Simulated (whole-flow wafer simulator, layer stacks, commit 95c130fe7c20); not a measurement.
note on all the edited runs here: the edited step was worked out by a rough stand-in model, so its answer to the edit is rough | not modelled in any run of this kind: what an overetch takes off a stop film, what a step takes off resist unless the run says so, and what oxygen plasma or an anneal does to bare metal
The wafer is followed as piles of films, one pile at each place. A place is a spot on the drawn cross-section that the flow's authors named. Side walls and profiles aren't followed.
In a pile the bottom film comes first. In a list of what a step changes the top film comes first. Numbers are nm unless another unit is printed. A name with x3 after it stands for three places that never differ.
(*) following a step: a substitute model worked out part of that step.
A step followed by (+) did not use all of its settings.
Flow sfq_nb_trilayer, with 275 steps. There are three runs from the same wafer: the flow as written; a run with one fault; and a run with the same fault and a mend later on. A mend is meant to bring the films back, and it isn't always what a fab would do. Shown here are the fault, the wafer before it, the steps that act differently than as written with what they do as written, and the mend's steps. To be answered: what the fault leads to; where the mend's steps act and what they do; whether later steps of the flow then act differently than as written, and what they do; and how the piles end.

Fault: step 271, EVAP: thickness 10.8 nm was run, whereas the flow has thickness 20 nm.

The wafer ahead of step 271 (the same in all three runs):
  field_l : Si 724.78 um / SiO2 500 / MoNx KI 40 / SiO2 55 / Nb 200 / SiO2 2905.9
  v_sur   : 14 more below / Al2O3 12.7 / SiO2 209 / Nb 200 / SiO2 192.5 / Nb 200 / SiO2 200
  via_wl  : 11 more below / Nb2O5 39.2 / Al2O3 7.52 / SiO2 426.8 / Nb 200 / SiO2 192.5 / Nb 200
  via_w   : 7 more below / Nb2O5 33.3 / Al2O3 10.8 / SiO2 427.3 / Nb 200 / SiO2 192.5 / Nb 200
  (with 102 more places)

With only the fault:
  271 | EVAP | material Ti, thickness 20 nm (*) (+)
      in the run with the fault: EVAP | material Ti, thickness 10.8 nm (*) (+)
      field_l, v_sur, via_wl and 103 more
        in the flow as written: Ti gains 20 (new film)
        in the run with the fault: Ti gains 10.8 (new film)
  Steps further on in the flow that do not act as written:
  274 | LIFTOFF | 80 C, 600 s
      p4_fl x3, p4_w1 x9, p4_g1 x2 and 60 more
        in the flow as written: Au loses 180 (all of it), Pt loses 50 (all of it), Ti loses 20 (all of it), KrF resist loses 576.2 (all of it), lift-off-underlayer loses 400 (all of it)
        in the run with the fault: Au loses 180 (all of it), Pt loses 50 (all of it), Ti loses 10.8 (all of it), KrF resist loses 576.2 (all of it), lift-off-underlayer loses 400 (all of it)
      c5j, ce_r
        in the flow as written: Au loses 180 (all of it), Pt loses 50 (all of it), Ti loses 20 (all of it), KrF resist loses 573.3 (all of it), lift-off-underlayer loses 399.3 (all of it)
        in the run with the fault: Au loses 180 (all of it), Pt loses 50 (all of it), Ti loses 10.8 (all of it), KrF resist loses 573.3 (all of it), lift-off-underlayer loses 399.3 (all of it)
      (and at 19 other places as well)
  At field_l, v_sur, via_wl and 8 more, the piles at the end differ from the flow's by more than 2% or 0.5 nm, whichever is larger.
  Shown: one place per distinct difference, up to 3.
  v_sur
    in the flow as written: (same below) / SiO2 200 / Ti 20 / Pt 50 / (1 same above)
    in the run with the fault: (same below) / SiO2 200 / Ti 10.8 / Pt 50 / (1 same above)
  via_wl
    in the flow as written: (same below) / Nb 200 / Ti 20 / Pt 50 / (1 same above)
    in the run with the fault: (same below) / Nb 200 / Ti 10.8 / Pt 50 / (1 same above)
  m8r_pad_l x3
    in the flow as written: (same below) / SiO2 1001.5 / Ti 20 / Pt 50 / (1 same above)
    in the run with the fault: (same below) / SiO2 1001.5 / Ti 10.8 / Pt 50 / (1 same above)

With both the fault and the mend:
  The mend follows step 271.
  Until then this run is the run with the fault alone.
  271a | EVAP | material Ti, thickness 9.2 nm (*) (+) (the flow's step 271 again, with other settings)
      field_l, v_sur, via_wl and 103 more
        Ti gains 9.2
  Every later step of the flow that is run acts as written at every place that is followed.
  At every place that both follow, the piles at the end match the flow's.
